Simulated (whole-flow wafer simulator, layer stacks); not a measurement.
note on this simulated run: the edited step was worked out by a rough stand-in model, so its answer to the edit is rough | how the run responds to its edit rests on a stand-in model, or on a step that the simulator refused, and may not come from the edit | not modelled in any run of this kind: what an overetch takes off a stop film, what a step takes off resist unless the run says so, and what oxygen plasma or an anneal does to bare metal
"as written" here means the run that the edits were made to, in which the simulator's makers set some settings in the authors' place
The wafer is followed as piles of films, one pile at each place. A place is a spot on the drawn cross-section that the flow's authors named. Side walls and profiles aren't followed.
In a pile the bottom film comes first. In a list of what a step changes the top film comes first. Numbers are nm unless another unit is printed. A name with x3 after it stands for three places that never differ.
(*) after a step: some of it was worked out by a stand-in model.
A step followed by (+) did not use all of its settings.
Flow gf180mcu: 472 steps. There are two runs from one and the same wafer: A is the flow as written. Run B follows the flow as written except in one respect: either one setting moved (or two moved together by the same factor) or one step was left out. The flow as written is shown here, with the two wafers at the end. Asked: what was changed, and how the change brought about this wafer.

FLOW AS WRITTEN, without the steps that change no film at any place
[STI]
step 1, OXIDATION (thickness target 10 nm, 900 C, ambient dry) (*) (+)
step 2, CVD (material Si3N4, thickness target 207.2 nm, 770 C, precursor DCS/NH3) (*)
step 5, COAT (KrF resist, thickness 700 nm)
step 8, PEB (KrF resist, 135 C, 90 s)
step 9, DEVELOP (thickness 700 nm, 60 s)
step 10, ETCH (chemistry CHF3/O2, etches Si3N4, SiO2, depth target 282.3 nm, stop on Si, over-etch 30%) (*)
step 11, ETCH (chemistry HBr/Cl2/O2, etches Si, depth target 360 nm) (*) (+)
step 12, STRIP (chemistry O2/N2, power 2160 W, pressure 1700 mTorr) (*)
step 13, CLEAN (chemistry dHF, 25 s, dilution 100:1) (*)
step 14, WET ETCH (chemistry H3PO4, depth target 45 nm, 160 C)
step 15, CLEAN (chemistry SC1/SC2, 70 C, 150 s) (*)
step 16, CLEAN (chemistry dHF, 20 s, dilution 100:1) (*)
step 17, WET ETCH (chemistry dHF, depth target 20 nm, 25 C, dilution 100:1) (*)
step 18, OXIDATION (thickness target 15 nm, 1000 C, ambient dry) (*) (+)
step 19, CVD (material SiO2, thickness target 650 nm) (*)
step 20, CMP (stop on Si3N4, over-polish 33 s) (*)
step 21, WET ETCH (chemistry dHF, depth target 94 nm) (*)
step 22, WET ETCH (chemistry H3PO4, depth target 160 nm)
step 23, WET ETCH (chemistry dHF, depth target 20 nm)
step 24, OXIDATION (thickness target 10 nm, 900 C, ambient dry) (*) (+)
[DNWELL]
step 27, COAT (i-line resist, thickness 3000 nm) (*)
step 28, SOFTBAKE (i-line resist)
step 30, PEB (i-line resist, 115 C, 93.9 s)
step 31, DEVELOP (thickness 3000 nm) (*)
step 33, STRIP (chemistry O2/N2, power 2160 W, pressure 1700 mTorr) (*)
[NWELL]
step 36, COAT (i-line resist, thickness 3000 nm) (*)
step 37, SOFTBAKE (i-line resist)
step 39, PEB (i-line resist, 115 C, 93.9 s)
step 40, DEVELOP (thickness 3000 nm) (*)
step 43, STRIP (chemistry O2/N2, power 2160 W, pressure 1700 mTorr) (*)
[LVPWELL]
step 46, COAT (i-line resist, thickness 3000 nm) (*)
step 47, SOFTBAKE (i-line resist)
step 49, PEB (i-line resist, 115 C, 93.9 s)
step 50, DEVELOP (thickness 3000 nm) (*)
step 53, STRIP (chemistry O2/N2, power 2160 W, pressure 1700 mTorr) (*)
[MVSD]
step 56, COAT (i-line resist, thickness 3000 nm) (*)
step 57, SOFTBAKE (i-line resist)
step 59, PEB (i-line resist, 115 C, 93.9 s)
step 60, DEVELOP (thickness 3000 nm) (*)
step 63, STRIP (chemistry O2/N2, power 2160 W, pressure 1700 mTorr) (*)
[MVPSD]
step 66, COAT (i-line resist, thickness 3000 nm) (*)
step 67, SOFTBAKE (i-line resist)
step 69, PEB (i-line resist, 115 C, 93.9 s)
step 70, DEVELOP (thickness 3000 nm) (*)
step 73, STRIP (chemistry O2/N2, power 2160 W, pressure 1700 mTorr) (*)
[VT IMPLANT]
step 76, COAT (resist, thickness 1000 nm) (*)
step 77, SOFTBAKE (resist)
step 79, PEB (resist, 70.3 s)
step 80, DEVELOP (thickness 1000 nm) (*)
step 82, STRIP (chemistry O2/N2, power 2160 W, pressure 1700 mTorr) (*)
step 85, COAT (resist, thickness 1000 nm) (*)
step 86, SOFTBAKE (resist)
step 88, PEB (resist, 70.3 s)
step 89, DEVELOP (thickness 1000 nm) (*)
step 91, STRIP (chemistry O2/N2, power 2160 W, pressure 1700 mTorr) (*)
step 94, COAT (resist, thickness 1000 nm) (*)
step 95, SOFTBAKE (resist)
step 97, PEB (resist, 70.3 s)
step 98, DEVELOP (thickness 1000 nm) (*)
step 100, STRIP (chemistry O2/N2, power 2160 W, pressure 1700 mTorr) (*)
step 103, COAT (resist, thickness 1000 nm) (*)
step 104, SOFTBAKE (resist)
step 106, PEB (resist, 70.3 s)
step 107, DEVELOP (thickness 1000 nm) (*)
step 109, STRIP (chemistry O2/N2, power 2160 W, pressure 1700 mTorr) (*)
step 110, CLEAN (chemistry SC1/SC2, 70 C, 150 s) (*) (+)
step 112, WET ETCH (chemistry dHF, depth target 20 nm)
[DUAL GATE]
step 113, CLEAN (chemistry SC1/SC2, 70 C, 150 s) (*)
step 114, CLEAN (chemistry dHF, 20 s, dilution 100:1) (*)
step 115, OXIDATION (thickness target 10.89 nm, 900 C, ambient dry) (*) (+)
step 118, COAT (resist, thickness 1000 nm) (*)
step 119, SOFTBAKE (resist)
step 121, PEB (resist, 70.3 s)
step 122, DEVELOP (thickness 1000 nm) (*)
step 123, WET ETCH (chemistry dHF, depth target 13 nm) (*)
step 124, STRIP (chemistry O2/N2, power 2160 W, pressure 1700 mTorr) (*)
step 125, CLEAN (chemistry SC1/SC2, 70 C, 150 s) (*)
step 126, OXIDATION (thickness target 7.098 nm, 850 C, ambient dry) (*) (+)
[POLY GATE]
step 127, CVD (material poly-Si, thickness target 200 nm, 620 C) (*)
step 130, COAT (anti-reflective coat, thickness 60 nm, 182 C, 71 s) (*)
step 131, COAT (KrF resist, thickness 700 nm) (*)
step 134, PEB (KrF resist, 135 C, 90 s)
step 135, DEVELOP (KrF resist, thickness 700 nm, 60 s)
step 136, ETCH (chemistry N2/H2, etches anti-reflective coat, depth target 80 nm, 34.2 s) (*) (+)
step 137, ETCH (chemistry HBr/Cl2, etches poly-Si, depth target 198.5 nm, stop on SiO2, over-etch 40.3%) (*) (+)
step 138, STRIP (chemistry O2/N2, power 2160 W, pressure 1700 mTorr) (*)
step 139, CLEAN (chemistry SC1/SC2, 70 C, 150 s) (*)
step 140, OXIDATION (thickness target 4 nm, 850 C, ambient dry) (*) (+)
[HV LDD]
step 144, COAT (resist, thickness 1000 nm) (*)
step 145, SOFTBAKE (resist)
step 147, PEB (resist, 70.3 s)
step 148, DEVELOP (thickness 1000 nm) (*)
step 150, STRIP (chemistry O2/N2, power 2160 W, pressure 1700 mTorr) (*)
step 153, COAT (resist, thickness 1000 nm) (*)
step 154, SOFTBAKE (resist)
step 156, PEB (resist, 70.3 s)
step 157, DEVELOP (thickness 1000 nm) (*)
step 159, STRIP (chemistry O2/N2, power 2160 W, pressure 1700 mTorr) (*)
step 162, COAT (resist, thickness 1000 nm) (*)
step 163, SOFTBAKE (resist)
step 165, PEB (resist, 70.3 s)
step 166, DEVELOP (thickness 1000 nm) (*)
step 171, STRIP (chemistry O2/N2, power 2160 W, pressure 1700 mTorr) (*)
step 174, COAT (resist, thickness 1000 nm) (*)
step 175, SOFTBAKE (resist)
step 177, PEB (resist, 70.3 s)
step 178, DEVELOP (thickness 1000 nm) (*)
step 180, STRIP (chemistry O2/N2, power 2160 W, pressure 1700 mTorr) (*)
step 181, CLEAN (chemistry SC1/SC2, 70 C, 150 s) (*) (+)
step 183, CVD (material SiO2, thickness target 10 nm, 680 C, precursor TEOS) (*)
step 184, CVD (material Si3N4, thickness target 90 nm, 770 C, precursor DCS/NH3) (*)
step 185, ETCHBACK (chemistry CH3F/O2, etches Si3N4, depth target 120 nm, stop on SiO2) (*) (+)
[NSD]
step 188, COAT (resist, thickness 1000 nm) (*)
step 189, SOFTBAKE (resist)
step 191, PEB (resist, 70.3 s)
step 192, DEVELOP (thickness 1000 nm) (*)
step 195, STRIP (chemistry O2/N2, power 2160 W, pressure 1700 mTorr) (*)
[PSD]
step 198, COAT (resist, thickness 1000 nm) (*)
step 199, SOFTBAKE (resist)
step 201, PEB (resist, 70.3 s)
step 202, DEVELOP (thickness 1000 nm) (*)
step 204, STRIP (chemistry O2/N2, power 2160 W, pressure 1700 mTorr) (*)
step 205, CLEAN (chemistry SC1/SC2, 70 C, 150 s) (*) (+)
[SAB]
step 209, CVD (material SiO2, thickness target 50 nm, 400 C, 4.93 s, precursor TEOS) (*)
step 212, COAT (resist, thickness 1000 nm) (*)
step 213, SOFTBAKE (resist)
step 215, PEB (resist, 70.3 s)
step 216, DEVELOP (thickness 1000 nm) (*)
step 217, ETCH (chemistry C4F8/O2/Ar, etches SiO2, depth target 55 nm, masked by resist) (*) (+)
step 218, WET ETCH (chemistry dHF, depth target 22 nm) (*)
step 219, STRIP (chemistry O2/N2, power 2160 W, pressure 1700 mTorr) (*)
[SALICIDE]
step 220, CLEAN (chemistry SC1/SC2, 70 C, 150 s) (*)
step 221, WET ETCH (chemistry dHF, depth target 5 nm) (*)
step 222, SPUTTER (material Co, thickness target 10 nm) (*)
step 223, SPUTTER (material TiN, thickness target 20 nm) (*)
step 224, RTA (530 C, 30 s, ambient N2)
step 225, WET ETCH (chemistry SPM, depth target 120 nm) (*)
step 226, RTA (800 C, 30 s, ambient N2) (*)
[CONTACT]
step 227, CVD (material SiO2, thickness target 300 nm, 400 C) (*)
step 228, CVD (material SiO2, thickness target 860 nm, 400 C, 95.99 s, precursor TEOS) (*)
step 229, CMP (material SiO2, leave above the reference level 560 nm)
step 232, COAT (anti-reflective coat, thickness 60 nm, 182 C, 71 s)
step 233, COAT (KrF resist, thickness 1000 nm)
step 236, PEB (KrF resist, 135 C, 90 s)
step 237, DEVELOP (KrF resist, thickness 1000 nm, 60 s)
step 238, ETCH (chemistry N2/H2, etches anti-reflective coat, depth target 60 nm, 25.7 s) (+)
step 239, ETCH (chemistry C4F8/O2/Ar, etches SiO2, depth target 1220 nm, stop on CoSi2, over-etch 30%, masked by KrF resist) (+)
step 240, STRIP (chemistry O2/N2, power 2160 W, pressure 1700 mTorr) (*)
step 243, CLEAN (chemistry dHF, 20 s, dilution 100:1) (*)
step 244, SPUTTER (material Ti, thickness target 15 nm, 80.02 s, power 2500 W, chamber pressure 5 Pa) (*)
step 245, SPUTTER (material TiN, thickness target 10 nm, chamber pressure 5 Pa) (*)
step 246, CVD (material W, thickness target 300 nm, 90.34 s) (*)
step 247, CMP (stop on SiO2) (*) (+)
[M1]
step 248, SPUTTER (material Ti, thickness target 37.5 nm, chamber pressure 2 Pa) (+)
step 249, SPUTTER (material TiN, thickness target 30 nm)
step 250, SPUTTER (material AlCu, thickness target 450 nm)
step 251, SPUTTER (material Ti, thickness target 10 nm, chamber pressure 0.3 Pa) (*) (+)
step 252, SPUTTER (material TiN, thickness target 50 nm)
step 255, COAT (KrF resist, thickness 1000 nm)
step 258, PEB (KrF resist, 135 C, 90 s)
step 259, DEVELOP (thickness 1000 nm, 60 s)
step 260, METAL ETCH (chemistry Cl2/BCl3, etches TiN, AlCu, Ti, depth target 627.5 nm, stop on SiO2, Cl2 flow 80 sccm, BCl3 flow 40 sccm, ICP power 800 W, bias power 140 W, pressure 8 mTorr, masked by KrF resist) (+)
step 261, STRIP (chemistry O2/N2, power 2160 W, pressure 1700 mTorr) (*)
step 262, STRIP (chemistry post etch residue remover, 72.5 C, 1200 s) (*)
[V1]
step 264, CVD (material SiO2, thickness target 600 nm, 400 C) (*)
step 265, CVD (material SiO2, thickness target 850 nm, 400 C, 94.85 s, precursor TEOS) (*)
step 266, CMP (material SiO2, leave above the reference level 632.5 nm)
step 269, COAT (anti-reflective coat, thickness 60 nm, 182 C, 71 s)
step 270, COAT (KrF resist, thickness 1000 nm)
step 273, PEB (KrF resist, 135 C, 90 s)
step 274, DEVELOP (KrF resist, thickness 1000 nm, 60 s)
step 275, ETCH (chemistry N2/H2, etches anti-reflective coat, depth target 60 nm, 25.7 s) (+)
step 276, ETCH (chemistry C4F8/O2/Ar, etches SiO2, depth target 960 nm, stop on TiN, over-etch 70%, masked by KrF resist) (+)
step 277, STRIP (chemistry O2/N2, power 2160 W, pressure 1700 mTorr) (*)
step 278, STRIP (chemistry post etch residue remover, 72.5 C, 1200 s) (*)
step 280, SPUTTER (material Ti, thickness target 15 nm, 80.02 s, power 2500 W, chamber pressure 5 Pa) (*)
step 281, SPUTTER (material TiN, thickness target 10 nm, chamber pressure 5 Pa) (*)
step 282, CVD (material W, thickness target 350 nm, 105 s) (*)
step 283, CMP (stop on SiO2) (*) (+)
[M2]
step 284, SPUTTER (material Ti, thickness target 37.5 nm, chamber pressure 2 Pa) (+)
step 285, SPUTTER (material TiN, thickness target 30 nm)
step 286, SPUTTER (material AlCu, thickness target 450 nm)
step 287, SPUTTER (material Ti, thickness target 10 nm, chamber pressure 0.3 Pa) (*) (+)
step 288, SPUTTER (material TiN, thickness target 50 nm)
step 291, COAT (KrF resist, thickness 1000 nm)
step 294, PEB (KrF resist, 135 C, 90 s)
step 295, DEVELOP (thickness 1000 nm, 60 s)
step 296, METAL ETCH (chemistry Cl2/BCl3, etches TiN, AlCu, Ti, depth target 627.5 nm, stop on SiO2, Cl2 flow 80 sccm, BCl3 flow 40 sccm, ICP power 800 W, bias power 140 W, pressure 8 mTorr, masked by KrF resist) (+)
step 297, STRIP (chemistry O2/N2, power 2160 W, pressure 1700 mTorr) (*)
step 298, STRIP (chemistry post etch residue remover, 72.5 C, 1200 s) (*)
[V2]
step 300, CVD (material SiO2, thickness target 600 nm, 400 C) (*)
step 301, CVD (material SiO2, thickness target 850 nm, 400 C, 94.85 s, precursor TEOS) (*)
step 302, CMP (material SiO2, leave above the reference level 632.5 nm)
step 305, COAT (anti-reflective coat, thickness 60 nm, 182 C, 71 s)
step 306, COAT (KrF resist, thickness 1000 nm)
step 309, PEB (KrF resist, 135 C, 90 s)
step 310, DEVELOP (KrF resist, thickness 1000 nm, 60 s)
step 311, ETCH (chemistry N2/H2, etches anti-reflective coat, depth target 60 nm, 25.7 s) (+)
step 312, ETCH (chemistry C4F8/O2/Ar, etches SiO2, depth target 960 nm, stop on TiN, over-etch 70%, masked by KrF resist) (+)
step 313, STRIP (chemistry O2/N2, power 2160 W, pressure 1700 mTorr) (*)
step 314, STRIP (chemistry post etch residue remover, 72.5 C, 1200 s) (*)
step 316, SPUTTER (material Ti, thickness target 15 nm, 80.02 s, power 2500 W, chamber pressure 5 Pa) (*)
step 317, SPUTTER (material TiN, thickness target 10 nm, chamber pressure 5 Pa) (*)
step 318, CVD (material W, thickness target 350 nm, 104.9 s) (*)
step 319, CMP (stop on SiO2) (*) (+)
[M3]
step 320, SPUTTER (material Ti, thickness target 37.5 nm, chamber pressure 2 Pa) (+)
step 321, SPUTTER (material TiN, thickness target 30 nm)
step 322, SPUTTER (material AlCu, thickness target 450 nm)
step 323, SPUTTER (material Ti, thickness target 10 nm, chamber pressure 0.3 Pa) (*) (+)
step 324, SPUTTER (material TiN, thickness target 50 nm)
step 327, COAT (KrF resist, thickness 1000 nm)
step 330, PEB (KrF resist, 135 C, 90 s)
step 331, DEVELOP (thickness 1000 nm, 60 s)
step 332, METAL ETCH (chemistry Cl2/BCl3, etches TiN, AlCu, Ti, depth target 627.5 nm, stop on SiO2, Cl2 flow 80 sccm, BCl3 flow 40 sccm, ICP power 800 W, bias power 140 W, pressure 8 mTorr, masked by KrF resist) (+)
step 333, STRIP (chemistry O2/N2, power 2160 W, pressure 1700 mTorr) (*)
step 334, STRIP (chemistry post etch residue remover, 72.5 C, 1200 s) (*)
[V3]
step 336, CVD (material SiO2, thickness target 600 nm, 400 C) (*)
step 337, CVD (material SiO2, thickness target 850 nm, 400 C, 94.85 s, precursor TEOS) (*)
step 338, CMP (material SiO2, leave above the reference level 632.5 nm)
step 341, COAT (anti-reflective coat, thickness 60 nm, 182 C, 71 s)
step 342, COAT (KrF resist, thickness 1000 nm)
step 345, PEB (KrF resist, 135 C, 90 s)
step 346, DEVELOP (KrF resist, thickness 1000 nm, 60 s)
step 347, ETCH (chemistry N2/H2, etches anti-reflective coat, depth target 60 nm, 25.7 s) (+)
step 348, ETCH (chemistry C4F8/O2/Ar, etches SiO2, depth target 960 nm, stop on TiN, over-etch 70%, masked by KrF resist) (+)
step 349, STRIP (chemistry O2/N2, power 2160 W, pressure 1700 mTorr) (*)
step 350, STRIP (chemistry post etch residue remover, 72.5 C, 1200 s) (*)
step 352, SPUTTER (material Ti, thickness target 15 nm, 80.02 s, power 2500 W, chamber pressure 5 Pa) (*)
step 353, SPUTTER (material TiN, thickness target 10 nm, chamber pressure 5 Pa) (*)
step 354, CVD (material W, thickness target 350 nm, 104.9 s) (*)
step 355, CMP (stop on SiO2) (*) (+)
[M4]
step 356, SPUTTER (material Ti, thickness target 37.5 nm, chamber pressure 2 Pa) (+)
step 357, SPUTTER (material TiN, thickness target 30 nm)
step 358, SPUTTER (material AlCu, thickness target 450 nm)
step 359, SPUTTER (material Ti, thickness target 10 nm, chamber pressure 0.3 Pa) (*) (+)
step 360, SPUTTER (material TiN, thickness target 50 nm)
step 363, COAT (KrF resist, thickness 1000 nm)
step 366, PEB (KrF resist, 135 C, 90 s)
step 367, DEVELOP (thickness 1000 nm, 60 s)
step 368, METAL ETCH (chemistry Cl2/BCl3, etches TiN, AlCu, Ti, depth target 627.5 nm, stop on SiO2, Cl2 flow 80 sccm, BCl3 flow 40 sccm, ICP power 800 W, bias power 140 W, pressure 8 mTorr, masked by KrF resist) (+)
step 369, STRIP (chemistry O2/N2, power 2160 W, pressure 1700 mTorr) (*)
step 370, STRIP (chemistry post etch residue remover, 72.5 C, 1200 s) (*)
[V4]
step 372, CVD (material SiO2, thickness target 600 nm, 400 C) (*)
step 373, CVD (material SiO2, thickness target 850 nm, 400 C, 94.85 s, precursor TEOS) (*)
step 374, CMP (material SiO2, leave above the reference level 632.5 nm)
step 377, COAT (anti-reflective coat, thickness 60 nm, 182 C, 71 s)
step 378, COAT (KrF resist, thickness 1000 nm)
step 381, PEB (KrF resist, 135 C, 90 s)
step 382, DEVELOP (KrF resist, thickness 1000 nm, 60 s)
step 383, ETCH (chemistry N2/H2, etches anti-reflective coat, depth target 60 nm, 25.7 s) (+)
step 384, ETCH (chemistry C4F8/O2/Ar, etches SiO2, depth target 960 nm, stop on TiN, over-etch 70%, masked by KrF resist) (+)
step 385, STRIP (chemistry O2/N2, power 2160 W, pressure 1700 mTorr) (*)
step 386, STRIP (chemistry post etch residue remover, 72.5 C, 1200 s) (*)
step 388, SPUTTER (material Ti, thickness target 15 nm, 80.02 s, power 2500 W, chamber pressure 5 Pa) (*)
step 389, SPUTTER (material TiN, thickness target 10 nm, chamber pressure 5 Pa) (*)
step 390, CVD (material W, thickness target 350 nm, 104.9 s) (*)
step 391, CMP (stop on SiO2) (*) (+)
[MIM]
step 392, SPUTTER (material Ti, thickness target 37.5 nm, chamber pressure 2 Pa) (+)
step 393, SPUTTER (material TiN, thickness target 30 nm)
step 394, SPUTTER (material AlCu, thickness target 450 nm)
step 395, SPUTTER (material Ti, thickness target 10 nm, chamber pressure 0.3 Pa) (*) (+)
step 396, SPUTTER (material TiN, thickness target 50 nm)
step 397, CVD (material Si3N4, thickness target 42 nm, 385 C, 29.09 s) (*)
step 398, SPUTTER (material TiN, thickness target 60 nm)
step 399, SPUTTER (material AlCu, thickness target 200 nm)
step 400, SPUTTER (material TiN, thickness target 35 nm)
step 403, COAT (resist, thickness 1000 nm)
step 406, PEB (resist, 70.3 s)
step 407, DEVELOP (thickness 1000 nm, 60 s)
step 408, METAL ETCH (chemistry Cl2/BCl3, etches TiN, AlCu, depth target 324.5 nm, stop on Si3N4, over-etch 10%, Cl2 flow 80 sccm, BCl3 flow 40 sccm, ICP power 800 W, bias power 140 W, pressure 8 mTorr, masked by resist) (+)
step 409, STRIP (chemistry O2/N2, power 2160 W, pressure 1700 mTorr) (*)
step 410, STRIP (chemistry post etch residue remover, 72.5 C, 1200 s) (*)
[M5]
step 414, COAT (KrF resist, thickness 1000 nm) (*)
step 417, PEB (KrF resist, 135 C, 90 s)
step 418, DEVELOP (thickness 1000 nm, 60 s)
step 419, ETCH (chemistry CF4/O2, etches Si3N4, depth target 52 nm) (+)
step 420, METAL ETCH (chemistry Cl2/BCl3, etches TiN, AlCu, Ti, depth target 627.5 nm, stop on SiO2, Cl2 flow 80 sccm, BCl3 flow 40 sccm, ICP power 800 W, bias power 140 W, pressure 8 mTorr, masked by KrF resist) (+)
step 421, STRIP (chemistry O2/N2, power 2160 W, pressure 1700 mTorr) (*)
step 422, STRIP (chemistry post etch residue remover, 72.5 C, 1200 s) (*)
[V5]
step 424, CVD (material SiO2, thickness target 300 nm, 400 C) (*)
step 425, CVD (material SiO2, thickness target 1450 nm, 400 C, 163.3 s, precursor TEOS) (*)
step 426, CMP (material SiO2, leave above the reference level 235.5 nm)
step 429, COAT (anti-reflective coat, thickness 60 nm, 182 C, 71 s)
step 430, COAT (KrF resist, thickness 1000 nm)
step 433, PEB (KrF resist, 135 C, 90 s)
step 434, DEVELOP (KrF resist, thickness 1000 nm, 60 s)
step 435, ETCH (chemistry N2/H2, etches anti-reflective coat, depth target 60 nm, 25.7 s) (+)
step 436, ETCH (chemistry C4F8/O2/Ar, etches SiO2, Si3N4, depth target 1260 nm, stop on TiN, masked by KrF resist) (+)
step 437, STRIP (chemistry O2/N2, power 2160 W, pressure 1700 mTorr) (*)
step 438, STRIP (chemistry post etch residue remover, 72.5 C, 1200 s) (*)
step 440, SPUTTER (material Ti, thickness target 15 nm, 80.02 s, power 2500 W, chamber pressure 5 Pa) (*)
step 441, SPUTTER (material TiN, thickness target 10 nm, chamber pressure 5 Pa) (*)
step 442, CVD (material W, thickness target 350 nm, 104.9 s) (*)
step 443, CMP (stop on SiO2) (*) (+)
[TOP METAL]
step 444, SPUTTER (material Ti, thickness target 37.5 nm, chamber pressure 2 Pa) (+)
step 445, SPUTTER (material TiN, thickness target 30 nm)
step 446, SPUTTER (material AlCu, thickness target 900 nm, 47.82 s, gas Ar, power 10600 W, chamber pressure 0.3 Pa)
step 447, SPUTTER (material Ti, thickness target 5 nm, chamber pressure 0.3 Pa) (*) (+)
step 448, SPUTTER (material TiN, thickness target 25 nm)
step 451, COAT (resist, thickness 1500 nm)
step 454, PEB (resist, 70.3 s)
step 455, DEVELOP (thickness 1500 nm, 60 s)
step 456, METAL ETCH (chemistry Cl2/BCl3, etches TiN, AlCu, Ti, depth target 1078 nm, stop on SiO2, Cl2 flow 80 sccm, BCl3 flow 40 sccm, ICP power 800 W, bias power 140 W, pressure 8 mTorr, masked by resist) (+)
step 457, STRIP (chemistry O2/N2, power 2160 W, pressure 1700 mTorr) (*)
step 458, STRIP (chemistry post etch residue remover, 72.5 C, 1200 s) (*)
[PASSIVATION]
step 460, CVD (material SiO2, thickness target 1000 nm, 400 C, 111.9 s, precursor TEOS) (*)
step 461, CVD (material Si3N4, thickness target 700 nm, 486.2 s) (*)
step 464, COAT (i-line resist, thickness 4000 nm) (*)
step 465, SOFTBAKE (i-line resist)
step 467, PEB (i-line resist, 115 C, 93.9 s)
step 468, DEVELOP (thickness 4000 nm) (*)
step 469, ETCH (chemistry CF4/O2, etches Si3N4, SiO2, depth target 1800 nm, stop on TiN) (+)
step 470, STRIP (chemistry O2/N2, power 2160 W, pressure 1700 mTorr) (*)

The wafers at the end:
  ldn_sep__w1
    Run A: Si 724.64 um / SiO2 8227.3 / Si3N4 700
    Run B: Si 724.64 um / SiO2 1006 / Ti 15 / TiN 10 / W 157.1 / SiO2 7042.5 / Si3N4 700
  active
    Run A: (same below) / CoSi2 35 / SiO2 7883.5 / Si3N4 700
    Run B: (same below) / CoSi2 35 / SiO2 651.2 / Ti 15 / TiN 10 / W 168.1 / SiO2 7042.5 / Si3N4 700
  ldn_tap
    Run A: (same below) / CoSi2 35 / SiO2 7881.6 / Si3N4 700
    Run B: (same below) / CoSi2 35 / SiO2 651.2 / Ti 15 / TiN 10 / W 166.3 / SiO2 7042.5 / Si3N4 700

What caused this: step 228, CVD: thickness target 344 nm was run, whereas the flow has thickness target 860 nm; step 228, CVD: 38.4 s was run, where the flow has 95.99 s.

Step by step, how the change led to this:
  step 228, CVD (material SiO2, thickness target 860 nm, 400 C, 95.99 s, precursor TEOS) (*)
      field, field__w7, field__w8 and 70 more: A +860 SiO2 | B +354.7 SiO2
      field__w3, field__w12: A +807.3 SiO2 | B +336.5 SiO2
      (and at 36 other places as well)
  step 229, CMP (material SiO2, leave above the reference level 560 nm)
      ldn_sep__w1, ldn_sep__w2, ldn_dft and 8 more: A -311 SiO2 | B nothing
      active, p_well, sd_n, iso_ptap_pw, iso_ntap_nw, iso_ptap_sub, vpnp_e: A -299.9 SiO2 | B nothing
      (and at 93 other places as well)
  step 232, COAT (anti-reflective coat, thickness 60 nm, 182 C, 71 s)
      sti, mim_1p0, pad, dice_street: A +60 anti-reflective coat (new film) | B +65.5 anti-reflective coat (new film)
      field__w6, ldn_acc: A +60 anti-reflective coat (new film) | B +50.2 anti-reflective coat (new film)
      (and at 98 other places as well)
  step 233, COAT (KrF resist, thickness 1000 nm)
      field, nw_enc_fld_lv__w4: A +1000 KrF resist (new film) | B +1024.5 KrF resist (new film)
      field__w1: A +1000 KrF resist (new film) | B +1036.7 KrF resist (new film)
      (and at 72 other places as well)
  step 236, PEB (KrF resist, 135 C, 90 s)
      field__w5, field_sub__w2, field_sub__w5: A -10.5 KrF resist | B -11.7 KrF resist
      polyc_n_rim, gate_hv5, ldp_ch: A -10.5 KrF resist | B -8.91 KrF resist
      (and at 42 other places as well)
  step 237, DEVELOP (KrF resist, thickness 1000 nm, 60 s)
      contact: A -989.5 KrF resist (all of it) | B -1052.2 KrF resist (all of it)
      polyc_n: A -989.5 KrF resist (all of it) | B -870.7 KrF resist (all of it)
      (and at 1 other place as well)
  step 238, ETCH (chemistry N2/H2, etches anti-reflective coat, depth target 60 nm, 25.7 s) (+)
      polyc_n, polyc_p: A -60 anti-reflective coat (all of it), -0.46 SiO2 | B -29.1 anti-reflective coat (all of it), -1.25 SiO2
      contact: A -60 anti-reflective coat (all of it), -0.46 SiO2 | B -40.4 anti-reflective coat (all of it), -0.97 SiO2
  step 239, ETCH (chemistry C4F8/O2/Ar, etches SiO2, depth target 1220 nm, stop on CoSi2, over-etch 30%, masked by KrF resist) (+)
      field, field__w1, field__w2 and 105 more: A -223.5 KrF resist | B -168.3 KrF resist
      contact: A -859.5 SiO2 (all of it) | B -647.3 SiO2 (all of it)
  step 240, STRIP (chemistry O2/N2, power 2160 W, pressure 1700 mTorr) (*)
      sti, mim_1p0, pad, dice_street: A -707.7 KrF resist (all of it), -60 anti-reflective coat (all of it) | B -777.6 KrF resist (all of it), -65.5 anti-reflective coat (all of it)
      p_well, sd_n: A -707.7 KrF resist (all of it), -60 anti-reflective coat (all of it) | B -777.6 KrF resist (all of it), -62.4 anti-reflective coat (all of it)
      (and at 102 other places as well)
  step 244, SPUTTER (material Ti, thickness target 15 nm, 80.02 s, power 2500 W, chamber pressure 5 Pa) (*)
      field__w3: A +15 Ti (new film) | B +14.3 Ti (new film)
      field__w12: A +15 Ti (new film) | B +13.3 Ti (new film)
      (and at 7 other places as well)
  step 245, SPUTTER (material TiN, thickness target 10 nm, chamber pressure 5 Pa) (*)
      field__w12: A +10 TiN (new film) | B +8.83 TiN (new film)
      contact: A +5.48 TiN (new film) | B +6.22 TiN (new film)
      (and at 5 other places as well)
  step 246, CVD (material W, thickness target 300 nm, 90.34 s) (*)
      contact: A +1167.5 W (new film) | B +946.3 W (new film)
  step 247, CMP (stop on SiO2) (*) (+)
      gate, gate_hv, gate_p and 23 more: A -300 W (all of it), -10 TiN (all of it), -15 Ti (all of it), -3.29 SiO2 | B -300 W (all of it), -10 TiN (all of it), -15 Ti (all of it)
      ldn_sep__w1, ldn_sep__w2, ldn_dft and 8 more: A -300 W (all of it), -10 TiN (all of it), -15 Ti (all of it), -3.29 SiO2 | B -130.7 W
      (and at 72 other places as well)
  step 260, METAL ETCH (chemistry Cl2/BCl3, etches TiN, AlCu, Ti, depth target 627.5 nm, stop on SiO2, Cl2 flow 80 sccm, BCl3 flow 40 sccm, ICP power 800 W, bias power 140 W, pressure 8 mTorr, masked by KrF resist) (+)
      field, field__w1, field__w2 and 75 more: A -50 TiN (all of it), -10 Ti (all of it), -450 AlCu (all of it), -30 TiN (all of it), -37.5 Ti (all of it) | B -50 TiN (all of it), -10 Ti (all of it), -450 AlCu (all of it), -30 TiN (all of it), -37.5 Ti (all of it), -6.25 W
  step 262, STRIP (chemistry post etch residue remover, 72.5 C, 1200 s) (*)
      field, field__w1, field__w2 and 75 more: A nothing | B -6.01 W
  step 264, CVD (material SiO2, thickness target 600 nm, 400 C) (*)
      field, field__w1, field__w2 and 75 more: A +600 SiO2 | B +600 SiO2 (new film)
  step 266, CMP (material SiO2, leave above the reference level 632.5 nm)
      field, field__w1, field__w2 and 75 more: A -300 SiO2 | B -287.7 SiO2
Taking metal films that touch as one body, ldn_sep__w1 has 1 body; the flow as written gives 0 bodies.
Taking metal films that touch as one body, active has 2 bodies (between them, from the top down: SiO2 651.2); the flow as written gives 1 body.
Taking metal films that touch as one body, ldn_tap has 2 bodies (between them, from the top down: SiO2 651.2); the flow as written gives 1 body.
